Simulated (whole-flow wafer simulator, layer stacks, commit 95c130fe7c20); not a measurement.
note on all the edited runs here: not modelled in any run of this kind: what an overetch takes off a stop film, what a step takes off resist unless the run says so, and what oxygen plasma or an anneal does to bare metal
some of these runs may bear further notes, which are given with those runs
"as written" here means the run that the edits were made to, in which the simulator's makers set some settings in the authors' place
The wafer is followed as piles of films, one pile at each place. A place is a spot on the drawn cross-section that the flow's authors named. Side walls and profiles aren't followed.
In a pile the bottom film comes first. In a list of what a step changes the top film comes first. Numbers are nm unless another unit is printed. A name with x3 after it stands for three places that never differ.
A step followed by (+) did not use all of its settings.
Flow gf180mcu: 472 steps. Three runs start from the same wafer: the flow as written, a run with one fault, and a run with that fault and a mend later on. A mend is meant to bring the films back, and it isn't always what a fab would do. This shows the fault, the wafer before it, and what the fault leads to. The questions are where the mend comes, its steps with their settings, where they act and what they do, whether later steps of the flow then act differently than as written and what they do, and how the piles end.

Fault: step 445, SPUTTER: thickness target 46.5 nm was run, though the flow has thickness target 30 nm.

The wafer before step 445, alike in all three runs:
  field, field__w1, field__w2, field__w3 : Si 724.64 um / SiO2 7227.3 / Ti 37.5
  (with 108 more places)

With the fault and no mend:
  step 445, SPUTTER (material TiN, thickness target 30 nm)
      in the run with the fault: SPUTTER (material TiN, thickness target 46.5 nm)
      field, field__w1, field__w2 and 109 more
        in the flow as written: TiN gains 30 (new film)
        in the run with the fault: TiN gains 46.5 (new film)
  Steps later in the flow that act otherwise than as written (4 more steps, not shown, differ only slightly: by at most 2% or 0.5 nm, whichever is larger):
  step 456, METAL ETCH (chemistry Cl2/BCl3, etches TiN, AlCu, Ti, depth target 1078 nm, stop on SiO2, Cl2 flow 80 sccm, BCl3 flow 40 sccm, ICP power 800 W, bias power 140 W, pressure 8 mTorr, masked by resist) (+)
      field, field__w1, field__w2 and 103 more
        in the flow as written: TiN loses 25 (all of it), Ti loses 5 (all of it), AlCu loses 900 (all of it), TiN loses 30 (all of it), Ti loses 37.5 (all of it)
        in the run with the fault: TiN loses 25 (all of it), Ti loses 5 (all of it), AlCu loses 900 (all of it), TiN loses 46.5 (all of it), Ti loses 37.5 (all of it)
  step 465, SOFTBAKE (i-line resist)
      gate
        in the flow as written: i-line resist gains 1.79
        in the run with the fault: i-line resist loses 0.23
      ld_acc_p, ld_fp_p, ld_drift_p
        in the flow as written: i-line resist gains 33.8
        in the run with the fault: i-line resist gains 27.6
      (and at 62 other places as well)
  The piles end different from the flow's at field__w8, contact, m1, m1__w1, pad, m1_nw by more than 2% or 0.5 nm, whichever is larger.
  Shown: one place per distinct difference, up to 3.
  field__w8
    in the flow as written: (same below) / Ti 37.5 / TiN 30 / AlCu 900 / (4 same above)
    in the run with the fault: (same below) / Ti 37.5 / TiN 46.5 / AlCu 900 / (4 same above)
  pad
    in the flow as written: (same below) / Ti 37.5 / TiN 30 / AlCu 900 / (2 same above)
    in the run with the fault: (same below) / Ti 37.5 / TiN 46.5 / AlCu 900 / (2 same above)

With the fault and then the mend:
  After step 445 comes the mend.
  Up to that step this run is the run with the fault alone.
  step 445a, METAL ETCH (chemistry Cl2/BCl3, etches TiN, AlCu, Ti, depth target 16.5 nm, Cl2 flow 80 sccm, BCl3 flow 40 sccm, ICP power 800 W, bias power 140 W, pressure 8 mTorr) (the flow's step 260 again, with other settings)
      field, field__w1, field__w2 and 109 more
        TiN loses 16.5
  None of the later steps of the flow acts differently than as written at any place that is followed.
  At every place that both follow, the piles at the end match the flow's.
